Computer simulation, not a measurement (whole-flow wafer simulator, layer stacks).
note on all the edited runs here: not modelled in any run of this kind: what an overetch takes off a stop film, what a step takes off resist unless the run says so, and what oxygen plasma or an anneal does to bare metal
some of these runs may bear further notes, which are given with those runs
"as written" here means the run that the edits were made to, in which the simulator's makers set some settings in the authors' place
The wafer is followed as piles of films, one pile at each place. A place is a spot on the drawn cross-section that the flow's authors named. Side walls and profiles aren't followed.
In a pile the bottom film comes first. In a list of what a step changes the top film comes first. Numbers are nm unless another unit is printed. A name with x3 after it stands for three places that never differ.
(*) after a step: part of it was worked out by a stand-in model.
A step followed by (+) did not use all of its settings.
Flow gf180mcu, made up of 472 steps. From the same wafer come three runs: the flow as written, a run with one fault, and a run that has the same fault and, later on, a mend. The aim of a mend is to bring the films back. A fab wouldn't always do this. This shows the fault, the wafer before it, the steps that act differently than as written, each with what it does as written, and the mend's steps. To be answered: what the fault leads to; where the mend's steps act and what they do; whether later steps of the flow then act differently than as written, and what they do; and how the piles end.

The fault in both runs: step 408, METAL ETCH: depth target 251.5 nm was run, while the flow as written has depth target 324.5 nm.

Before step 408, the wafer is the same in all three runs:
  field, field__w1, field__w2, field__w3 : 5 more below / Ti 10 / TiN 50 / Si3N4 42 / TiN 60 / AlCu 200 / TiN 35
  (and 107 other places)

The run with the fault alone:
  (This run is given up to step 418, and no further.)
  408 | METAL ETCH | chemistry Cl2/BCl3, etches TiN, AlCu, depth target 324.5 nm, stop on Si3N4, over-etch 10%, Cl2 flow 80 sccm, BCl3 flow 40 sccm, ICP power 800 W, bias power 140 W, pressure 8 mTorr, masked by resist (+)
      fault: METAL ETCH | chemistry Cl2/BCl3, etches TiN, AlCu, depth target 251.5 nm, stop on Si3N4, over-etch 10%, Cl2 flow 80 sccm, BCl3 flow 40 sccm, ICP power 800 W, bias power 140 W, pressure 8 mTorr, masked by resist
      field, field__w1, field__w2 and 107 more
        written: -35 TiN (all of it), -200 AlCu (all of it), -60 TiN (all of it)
        fault: -35 TiN (all of it), -200 AlCu (all of it), -16.5 TiN
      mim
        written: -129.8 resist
        fault: -100.6 resist
  Steps later in the flow that act otherwise than as written (2 other steps are not shown; they differ only slightly, by no more than 2% or 0.5 nm, whichever is larger):
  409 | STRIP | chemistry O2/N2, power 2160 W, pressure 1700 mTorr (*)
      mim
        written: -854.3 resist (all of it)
        fault: -883.5 resist (all of it)
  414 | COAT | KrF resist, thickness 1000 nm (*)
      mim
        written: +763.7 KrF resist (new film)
        fault: +797 KrF resist (new film)
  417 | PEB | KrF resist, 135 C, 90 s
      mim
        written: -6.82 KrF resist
        fault: -7.35 KrF resist
  Once step 418 is done, the piles at field, field__w1, field__w2 and 109 more depart from the flow's by more than 2% or 0.5 nm, whichever is larger.
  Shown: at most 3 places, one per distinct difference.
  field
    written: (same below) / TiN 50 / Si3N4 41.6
    fault: (same below) / TiN 50 / Si3N4 42 / TiN 43.1
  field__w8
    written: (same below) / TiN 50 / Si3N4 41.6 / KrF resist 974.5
    fault: (same below) / TiN 50 / Si3N4 42 / TiN 43.1 / KrF resist 974.5
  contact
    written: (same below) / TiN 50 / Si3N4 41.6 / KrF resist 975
    fault: (same below) / TiN 50 / Si3N4 42 / TiN 43.1 / KrF resist 974.9

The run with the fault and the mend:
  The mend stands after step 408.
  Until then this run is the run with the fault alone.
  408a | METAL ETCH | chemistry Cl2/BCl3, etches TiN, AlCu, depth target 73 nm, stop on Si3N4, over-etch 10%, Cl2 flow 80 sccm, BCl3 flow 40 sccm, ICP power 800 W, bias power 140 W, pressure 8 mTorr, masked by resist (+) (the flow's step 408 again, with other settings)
      field, field__w1, field__w2 and 107 more
        -43.5 TiN (all of it)
      mim
        -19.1 resist
  None of the later steps of the flow differs from how it acts as written, at any place that is followed, by more than 2% or 0.5 nm, whichever is larger.
  By the end, the piles equal the flow's at every place that both follow.
